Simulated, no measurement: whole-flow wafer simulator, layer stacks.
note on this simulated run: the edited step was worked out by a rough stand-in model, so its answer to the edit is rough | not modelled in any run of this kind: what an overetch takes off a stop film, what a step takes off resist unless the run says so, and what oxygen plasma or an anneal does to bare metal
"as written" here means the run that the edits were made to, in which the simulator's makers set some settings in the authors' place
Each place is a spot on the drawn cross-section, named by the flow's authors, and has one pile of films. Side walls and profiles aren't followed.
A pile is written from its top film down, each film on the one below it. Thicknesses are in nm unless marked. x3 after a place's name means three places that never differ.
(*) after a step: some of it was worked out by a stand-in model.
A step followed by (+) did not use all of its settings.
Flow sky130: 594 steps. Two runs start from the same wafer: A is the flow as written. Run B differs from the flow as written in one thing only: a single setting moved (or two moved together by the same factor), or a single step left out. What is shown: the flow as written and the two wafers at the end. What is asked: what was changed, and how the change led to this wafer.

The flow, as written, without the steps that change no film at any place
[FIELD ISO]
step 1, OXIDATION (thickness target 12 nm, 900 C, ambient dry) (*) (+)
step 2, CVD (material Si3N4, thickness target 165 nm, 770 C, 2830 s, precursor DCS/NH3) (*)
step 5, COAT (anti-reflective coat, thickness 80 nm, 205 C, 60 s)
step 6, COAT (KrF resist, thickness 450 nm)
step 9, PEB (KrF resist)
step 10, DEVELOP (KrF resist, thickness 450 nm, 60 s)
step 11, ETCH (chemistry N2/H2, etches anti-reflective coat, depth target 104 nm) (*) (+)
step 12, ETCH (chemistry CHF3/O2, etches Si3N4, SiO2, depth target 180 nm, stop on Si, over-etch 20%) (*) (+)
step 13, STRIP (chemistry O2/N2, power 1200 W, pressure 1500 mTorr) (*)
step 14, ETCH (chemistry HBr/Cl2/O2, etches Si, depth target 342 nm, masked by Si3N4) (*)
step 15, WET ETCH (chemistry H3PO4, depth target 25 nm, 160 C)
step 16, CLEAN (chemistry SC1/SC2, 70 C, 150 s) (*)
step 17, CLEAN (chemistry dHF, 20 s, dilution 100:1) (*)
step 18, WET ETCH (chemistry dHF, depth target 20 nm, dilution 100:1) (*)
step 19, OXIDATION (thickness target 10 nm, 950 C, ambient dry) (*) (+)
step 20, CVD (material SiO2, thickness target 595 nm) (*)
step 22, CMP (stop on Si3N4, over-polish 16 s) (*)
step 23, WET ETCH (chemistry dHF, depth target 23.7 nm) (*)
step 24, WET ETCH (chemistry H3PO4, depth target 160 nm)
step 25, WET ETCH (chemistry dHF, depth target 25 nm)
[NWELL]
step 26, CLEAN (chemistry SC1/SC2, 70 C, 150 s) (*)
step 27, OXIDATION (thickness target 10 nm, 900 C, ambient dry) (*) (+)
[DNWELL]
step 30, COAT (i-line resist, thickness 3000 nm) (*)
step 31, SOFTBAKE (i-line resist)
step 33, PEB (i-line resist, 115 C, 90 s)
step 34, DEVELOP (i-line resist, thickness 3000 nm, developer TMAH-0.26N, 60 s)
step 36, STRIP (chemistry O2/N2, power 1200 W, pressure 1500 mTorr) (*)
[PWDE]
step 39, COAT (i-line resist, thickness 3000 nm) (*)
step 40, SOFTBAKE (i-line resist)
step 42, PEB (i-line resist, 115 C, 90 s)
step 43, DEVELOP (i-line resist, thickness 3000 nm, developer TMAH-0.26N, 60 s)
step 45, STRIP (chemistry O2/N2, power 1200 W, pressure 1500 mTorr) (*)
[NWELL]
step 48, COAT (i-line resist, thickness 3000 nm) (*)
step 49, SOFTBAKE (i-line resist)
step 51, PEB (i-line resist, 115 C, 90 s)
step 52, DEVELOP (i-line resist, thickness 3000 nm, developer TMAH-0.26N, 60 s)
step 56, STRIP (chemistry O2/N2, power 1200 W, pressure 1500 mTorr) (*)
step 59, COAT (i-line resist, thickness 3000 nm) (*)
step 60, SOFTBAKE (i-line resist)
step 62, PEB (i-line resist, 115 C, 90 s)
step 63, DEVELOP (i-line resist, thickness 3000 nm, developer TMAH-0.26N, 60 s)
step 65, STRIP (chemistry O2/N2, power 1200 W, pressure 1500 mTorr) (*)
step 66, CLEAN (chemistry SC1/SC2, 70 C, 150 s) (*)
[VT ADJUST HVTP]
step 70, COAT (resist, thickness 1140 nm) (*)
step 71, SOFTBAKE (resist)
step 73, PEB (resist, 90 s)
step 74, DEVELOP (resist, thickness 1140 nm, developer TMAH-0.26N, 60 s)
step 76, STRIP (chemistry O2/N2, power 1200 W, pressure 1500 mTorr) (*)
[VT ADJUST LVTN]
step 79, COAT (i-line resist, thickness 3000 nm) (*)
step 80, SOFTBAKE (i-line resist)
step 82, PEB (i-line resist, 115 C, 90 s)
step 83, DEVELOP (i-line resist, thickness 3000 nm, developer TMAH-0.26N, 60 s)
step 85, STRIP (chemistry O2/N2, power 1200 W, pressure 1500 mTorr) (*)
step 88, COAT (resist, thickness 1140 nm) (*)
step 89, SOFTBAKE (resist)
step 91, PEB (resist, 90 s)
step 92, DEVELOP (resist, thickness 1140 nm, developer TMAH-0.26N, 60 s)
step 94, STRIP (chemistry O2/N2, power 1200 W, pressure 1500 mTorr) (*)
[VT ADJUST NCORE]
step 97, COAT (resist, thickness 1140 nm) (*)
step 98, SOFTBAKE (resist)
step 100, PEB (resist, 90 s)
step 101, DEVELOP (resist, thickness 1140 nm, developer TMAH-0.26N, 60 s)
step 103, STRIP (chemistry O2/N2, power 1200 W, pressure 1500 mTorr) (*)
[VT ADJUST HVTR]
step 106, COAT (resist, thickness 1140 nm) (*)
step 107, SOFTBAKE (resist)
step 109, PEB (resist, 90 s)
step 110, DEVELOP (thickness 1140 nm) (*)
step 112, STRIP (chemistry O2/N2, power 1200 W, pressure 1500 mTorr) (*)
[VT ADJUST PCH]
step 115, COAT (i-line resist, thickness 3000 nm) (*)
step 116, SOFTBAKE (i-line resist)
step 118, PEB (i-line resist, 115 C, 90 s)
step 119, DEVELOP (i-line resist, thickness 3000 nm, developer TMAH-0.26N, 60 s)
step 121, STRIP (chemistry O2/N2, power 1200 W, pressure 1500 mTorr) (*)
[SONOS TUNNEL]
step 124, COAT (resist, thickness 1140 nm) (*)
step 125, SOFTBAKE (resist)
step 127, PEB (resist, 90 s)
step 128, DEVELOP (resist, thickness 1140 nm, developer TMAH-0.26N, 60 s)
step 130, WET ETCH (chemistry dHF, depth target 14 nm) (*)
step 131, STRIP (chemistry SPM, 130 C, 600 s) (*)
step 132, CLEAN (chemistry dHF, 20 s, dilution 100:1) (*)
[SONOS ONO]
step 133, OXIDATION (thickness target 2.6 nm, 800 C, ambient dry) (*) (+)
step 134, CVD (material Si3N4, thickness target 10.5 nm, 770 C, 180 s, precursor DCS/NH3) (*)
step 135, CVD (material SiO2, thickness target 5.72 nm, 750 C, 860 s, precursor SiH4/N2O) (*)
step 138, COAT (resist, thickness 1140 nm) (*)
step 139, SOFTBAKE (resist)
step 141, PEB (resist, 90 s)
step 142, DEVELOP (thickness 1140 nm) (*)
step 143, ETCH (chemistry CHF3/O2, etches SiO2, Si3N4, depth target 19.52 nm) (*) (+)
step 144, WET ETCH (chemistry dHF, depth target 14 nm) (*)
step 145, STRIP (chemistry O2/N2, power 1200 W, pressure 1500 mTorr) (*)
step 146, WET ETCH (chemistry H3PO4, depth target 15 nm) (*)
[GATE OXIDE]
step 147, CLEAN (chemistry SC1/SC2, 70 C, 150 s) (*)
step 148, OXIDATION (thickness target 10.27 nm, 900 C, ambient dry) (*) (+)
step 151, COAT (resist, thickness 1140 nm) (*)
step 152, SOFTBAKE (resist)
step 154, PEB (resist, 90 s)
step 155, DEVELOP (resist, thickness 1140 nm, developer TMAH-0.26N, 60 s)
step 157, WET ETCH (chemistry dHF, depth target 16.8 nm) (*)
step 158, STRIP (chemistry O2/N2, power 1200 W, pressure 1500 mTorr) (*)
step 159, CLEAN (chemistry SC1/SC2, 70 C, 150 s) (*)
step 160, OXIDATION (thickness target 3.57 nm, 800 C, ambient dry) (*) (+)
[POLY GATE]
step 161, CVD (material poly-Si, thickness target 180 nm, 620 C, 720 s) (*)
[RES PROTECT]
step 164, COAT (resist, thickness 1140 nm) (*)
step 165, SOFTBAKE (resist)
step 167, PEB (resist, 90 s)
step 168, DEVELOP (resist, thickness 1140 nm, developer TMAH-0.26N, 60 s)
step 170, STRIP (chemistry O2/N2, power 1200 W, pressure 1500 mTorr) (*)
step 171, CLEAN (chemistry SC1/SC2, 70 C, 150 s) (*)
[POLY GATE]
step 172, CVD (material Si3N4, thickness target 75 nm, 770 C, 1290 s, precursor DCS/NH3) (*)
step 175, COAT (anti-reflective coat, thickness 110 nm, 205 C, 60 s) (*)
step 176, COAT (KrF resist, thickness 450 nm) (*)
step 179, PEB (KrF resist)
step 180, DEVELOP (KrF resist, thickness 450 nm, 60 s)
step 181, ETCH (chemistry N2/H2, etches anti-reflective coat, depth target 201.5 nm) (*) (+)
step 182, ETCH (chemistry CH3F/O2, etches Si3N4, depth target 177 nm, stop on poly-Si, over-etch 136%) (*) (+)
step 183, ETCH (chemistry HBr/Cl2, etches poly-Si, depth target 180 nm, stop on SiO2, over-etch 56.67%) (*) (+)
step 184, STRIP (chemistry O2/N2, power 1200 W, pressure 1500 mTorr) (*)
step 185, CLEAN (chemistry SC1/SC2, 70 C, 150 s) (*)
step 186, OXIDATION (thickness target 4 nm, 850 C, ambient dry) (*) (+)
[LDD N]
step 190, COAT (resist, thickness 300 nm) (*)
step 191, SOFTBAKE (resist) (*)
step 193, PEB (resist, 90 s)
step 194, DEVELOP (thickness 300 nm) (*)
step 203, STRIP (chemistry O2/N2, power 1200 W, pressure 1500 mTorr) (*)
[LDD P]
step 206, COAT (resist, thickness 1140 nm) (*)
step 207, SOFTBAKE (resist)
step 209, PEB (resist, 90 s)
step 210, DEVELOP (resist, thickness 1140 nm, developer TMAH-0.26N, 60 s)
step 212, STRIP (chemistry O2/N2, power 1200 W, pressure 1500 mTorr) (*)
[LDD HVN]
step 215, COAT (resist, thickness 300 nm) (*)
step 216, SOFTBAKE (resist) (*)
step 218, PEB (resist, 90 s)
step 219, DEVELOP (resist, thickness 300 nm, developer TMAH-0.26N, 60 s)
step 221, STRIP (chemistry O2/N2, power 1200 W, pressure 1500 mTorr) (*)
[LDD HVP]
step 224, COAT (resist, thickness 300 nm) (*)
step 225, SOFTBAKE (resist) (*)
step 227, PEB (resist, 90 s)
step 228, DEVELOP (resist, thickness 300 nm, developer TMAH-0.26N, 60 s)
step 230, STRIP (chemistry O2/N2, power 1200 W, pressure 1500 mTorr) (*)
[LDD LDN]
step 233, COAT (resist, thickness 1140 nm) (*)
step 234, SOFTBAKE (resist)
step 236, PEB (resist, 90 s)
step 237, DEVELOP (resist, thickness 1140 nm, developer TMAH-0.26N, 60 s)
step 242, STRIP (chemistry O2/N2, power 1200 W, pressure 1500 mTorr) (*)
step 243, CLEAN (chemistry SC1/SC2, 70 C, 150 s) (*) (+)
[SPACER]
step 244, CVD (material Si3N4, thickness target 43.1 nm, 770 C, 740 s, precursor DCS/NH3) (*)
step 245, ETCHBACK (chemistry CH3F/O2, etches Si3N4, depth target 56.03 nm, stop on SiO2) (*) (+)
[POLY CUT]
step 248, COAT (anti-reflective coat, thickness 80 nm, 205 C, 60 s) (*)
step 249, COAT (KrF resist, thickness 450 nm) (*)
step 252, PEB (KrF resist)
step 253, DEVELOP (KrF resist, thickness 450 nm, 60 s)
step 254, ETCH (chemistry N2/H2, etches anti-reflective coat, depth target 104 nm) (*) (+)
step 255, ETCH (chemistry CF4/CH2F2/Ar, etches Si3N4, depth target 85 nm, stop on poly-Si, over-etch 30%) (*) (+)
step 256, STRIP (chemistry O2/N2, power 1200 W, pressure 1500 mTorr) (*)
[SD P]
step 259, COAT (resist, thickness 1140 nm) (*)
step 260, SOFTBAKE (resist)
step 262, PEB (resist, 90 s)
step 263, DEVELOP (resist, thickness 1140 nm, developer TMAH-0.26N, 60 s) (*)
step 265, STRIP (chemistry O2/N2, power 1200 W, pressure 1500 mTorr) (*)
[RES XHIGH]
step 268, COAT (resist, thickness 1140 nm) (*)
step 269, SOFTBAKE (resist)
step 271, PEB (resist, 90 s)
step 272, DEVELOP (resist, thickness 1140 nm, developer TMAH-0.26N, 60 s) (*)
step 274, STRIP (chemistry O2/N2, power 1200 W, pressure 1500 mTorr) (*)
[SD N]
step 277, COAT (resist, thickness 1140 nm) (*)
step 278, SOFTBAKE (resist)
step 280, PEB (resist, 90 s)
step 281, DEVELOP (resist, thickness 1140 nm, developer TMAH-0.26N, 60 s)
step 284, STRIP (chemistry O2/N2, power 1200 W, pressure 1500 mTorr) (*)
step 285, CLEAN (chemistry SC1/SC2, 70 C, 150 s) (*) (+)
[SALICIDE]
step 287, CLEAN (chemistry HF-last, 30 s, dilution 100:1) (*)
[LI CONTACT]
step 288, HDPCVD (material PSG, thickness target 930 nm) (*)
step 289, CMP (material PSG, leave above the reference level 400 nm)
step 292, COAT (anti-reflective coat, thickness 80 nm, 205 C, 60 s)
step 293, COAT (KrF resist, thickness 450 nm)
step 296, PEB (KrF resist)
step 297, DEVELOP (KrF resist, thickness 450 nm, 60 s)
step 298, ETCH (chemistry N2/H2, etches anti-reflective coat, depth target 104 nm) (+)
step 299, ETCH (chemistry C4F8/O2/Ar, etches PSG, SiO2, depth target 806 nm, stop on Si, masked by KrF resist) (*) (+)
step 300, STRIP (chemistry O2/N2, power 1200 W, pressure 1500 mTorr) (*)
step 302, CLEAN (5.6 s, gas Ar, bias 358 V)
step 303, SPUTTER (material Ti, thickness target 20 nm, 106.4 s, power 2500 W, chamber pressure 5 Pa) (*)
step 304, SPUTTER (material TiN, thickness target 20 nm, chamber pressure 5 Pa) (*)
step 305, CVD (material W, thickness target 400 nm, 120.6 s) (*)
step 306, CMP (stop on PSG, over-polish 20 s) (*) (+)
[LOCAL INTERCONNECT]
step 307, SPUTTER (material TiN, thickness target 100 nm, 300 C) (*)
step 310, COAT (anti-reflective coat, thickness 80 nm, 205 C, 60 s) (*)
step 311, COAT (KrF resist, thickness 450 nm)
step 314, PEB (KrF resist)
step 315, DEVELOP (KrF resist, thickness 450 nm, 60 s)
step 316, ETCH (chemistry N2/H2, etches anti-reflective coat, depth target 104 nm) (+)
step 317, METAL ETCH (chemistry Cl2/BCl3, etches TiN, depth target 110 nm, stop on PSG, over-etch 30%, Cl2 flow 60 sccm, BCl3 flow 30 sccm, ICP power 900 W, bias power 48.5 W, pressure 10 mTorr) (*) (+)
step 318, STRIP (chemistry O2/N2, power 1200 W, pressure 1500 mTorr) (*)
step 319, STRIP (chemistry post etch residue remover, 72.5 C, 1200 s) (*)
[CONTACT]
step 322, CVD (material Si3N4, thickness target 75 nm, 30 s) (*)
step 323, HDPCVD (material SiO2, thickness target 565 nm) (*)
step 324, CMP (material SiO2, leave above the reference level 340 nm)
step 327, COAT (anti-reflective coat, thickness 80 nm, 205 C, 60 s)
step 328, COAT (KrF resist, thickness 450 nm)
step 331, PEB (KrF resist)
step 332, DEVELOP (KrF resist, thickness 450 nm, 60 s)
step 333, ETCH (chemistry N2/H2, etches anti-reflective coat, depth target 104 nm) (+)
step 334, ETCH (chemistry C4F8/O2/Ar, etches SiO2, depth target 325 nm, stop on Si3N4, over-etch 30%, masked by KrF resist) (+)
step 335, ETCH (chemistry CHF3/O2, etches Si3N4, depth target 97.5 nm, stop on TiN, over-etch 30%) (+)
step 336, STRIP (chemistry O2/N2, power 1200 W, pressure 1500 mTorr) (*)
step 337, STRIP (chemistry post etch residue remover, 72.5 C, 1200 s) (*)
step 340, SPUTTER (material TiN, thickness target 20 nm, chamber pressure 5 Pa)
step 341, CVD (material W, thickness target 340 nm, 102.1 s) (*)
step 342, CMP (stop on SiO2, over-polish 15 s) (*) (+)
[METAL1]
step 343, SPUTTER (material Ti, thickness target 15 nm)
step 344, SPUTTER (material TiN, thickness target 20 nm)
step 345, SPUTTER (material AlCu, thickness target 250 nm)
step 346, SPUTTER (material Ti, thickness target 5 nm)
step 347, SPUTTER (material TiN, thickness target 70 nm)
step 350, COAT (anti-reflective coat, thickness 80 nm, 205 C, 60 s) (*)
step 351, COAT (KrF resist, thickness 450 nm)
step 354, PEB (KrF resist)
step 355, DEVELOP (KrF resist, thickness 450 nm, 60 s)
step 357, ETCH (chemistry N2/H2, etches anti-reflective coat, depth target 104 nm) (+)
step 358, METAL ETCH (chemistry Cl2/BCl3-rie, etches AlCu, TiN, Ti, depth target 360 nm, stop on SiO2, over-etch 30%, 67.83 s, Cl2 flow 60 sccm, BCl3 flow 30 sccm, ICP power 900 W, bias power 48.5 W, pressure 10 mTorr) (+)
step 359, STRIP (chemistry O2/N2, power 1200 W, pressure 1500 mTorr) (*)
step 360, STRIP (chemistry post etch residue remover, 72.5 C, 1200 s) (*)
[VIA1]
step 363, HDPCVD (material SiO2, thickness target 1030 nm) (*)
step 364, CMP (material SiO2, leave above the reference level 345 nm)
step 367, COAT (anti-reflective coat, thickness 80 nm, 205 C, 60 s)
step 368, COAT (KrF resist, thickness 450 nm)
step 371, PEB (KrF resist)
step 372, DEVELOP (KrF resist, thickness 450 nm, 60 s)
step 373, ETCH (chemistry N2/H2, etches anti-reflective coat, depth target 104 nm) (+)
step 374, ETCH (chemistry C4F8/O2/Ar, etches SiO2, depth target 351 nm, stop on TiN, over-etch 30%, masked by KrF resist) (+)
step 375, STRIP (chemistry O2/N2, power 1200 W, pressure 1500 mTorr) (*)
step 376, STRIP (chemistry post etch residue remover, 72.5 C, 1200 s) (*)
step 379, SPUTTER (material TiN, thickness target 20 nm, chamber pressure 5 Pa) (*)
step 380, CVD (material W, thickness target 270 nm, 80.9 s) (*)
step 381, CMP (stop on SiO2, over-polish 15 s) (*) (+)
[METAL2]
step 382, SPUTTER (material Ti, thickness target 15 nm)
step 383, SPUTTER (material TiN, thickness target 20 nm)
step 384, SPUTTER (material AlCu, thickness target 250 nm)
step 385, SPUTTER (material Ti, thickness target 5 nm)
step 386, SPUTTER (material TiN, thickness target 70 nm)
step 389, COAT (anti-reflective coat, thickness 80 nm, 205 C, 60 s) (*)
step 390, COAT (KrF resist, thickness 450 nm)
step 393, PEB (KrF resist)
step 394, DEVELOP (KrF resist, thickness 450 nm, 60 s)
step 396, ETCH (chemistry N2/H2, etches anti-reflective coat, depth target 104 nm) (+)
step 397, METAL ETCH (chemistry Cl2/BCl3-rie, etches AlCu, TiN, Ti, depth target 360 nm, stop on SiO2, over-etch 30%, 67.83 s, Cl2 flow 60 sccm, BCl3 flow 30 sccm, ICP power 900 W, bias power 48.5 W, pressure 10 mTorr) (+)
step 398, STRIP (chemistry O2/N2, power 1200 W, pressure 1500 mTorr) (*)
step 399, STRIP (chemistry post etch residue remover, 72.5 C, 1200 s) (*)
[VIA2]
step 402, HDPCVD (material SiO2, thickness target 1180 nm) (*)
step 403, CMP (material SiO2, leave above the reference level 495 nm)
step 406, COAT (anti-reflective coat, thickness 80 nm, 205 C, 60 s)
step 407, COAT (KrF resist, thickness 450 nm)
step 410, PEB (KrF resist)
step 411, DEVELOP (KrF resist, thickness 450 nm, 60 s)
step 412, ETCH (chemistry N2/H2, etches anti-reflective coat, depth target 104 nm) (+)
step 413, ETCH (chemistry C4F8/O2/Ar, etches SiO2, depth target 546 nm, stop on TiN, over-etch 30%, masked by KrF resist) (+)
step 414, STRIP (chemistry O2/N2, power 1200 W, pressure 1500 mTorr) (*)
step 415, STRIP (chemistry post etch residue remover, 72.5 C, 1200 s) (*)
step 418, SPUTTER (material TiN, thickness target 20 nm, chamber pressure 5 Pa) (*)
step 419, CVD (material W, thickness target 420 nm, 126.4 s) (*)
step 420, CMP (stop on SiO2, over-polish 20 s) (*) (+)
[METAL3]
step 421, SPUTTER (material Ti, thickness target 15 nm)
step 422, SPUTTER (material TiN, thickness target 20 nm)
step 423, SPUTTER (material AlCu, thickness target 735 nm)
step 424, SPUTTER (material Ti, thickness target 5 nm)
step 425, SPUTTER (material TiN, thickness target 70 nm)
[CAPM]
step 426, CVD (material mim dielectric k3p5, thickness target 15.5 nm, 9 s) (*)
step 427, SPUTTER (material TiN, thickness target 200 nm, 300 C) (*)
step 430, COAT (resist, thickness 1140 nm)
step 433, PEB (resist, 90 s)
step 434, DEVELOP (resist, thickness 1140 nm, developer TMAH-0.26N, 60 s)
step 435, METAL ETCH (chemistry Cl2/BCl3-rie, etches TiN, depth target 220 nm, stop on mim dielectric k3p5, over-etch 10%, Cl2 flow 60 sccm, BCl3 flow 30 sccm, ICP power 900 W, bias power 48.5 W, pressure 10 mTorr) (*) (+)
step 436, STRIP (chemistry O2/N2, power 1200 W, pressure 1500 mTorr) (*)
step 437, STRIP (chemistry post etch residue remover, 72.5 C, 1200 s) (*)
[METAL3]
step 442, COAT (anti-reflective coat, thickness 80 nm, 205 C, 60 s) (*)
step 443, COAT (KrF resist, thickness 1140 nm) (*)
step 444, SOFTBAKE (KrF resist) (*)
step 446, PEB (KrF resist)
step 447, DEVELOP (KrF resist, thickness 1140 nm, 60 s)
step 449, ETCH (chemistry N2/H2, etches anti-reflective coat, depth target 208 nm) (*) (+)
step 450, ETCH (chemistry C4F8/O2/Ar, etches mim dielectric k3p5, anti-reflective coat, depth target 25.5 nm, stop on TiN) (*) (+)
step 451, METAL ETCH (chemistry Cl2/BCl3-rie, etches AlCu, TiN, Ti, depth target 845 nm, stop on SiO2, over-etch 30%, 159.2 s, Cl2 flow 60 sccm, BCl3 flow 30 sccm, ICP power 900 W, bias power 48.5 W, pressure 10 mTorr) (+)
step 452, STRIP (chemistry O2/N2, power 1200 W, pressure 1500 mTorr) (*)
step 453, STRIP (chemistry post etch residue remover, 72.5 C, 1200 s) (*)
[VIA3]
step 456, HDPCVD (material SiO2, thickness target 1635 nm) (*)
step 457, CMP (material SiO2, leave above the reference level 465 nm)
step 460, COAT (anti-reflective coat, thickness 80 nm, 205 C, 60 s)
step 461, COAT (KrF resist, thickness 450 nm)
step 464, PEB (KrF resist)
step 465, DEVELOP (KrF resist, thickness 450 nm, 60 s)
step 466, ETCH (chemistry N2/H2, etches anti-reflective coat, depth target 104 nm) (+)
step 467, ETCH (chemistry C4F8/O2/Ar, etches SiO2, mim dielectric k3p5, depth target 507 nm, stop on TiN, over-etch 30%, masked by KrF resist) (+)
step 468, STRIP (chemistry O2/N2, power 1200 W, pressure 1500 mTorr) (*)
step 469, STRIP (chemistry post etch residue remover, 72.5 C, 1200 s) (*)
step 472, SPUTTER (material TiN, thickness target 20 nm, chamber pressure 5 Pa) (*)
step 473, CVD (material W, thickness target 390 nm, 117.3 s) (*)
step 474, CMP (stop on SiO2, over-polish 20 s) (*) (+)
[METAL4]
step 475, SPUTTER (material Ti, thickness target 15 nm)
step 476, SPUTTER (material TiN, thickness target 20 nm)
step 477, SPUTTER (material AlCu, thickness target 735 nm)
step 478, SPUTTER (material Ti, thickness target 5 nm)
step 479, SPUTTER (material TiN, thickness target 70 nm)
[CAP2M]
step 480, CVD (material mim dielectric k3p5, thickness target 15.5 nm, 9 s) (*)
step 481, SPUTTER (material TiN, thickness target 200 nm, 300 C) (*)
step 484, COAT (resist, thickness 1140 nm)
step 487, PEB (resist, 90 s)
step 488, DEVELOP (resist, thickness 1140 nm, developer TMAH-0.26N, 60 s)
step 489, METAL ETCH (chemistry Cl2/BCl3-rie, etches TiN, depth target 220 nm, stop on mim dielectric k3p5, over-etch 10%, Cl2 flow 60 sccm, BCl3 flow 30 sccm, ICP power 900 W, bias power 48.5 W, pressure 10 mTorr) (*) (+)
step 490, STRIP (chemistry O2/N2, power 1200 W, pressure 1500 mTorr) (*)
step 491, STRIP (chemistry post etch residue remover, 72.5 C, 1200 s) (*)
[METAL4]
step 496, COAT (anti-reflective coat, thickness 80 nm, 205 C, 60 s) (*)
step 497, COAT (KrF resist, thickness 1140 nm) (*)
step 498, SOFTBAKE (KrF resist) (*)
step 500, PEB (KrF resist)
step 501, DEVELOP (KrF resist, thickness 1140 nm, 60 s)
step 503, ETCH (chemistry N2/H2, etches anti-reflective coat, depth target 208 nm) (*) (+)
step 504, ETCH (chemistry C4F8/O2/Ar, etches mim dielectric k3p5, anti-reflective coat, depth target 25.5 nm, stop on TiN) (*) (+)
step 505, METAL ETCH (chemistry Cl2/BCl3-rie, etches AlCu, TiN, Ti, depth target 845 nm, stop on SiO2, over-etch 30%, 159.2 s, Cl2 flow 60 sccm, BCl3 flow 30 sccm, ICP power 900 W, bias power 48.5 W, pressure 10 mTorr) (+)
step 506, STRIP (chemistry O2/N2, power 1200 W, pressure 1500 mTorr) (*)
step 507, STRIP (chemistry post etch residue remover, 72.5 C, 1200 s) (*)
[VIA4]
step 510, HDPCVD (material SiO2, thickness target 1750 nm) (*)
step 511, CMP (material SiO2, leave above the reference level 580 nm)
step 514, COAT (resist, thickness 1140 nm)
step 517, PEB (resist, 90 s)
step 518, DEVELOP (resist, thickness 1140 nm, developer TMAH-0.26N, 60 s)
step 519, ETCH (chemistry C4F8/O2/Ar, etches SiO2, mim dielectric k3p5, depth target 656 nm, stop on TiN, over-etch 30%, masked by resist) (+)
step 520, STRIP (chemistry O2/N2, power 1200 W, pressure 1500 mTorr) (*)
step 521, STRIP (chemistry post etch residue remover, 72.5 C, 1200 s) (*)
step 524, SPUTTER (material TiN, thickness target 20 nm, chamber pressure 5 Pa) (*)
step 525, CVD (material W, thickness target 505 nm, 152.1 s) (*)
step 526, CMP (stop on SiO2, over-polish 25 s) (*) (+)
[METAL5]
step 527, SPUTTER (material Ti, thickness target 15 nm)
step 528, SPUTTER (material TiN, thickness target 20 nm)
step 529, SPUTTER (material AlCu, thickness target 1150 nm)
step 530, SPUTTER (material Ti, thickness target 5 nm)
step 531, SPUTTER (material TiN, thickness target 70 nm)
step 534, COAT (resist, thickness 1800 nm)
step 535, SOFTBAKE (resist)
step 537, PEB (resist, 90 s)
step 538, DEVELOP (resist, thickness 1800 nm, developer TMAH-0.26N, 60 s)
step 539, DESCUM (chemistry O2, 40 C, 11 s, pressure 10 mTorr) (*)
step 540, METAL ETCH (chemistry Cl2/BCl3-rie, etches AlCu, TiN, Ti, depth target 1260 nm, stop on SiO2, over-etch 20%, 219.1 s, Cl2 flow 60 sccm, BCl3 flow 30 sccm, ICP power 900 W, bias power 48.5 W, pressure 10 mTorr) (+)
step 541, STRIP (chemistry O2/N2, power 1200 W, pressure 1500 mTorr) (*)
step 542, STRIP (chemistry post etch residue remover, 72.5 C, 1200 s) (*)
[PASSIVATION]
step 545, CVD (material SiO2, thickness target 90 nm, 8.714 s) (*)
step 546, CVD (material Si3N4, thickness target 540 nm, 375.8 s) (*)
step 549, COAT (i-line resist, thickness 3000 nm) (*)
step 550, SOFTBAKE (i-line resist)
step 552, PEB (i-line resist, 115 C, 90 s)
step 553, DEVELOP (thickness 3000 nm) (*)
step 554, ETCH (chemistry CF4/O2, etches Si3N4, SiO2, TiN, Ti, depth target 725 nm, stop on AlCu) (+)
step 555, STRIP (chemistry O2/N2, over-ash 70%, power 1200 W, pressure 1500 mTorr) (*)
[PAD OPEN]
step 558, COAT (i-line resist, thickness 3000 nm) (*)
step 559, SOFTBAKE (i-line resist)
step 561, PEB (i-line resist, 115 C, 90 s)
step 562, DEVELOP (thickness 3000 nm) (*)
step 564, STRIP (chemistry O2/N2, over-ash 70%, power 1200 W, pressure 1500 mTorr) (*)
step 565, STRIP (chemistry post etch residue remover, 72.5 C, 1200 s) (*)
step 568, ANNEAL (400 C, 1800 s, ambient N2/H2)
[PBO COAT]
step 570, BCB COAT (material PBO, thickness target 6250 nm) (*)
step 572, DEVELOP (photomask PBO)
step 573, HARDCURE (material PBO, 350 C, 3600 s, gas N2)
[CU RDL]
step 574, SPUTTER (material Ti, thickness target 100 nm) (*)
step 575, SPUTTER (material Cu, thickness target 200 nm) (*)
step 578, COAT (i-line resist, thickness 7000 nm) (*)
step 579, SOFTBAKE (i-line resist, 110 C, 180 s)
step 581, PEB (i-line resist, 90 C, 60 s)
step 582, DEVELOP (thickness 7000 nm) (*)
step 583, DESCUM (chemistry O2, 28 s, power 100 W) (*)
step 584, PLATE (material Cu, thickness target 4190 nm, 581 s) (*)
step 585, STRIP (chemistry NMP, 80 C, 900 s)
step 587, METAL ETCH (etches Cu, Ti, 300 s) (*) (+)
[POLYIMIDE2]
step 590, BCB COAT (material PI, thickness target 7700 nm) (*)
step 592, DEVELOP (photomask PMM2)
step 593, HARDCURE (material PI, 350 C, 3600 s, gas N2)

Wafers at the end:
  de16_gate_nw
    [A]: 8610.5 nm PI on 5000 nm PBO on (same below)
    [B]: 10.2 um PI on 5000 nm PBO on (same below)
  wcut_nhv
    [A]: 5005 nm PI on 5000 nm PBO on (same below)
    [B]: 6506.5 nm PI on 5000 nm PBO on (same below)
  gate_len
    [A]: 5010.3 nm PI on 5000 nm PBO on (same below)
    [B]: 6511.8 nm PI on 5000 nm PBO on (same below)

The reason: step 590, BCB COAT: thickness target 10010 nm was run, while the flow as written has thickness target 7700 nm.

Step by step, how the change led to this:
  step 590, BCB COAT (material PI, thickness target 7700 nm) (*)
      dice_street, wcut_nhv, wcut_phv and 14 more: A PI gains 7700 (new film) | B PI gains 10.01 um (new film)
      mim_edge_plate_strap, mim_edge_plate, mim_edge_gap, mim_edge_gap_sheet: A PI gains 7702.7 (new film) | B PI gains 10.01 um (new film)
      (and at 172 other places as well)
  step 592, DEVELOP (photomask PMM2)
      pad: A PI loses 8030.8 (all of it) | B PI loses 10.34 um (all of it)
  step 593, HARDCURE (material PI, 350 C, 3600 s, gas N2)
      dice_street, wcut_nhv, wcut_phv and 16 more: A PI loses 2695 | B PI loses 3503.5
      gate_p_lg05, gate_p_lg10, gate_len, gate_lvt_sd_len, gate_p_sd_len, gate_p_hvt_sd_len, gate_p_lvt_sd_len, gate_len_250: A PI loses 2695.1 | B PI loses 3503.6
      (and at 165 other places as well)
